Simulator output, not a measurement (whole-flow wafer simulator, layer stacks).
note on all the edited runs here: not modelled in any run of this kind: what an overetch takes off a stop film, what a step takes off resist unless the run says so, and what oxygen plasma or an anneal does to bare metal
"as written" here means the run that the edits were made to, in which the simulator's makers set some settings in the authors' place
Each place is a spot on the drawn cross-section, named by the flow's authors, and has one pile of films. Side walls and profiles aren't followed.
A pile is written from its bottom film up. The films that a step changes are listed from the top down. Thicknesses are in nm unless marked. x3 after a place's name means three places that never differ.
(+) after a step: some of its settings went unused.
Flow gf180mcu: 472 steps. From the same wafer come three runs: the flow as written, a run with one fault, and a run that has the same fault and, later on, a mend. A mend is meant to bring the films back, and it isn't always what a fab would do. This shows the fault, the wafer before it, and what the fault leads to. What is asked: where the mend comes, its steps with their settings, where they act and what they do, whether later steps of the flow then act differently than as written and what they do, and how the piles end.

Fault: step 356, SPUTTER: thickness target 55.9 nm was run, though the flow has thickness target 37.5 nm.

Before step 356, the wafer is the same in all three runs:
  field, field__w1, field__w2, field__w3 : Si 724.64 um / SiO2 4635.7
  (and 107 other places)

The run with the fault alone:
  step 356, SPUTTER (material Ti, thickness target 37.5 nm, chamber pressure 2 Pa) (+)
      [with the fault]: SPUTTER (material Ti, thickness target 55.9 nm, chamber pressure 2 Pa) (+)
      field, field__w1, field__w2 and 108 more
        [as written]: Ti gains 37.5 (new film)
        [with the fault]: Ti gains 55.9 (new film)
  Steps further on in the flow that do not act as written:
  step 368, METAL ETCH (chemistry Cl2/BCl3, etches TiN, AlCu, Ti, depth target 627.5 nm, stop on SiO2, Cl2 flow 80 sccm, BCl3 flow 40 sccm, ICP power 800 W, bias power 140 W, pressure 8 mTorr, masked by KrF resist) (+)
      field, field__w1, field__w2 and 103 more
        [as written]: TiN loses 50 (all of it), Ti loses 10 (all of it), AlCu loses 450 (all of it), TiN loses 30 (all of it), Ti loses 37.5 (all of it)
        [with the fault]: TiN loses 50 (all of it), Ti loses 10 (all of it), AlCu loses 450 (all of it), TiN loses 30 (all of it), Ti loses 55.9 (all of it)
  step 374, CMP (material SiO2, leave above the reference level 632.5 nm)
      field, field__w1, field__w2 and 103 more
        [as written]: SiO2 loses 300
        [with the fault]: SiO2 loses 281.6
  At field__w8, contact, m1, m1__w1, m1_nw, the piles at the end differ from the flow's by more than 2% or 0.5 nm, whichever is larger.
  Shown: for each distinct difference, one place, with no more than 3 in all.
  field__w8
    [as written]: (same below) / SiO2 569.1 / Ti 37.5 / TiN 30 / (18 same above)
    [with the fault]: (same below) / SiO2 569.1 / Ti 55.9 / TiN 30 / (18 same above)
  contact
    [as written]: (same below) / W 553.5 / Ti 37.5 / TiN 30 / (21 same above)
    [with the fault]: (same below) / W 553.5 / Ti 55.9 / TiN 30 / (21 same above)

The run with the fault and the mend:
  The mend stands after step 356.
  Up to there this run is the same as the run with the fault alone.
  step 356a, METAL ETCH (chemistry Cl2/BCl3, etches TiN, AlCu, Ti, depth target 18.4 nm, Cl2 flow 80 sccm, BCl3 flow 40 sccm, ICP power 800 W, bias power 140 W, pressure 8 mTorr) (the flow's step 260, run once more with other settings)
      field, field__w1, field__w2 and 108 more
        Ti loses 18.4
  Later steps of the flow that are run all act as written at every place that is followed.
  At every place that both follow, the piles at the end match the flow's.
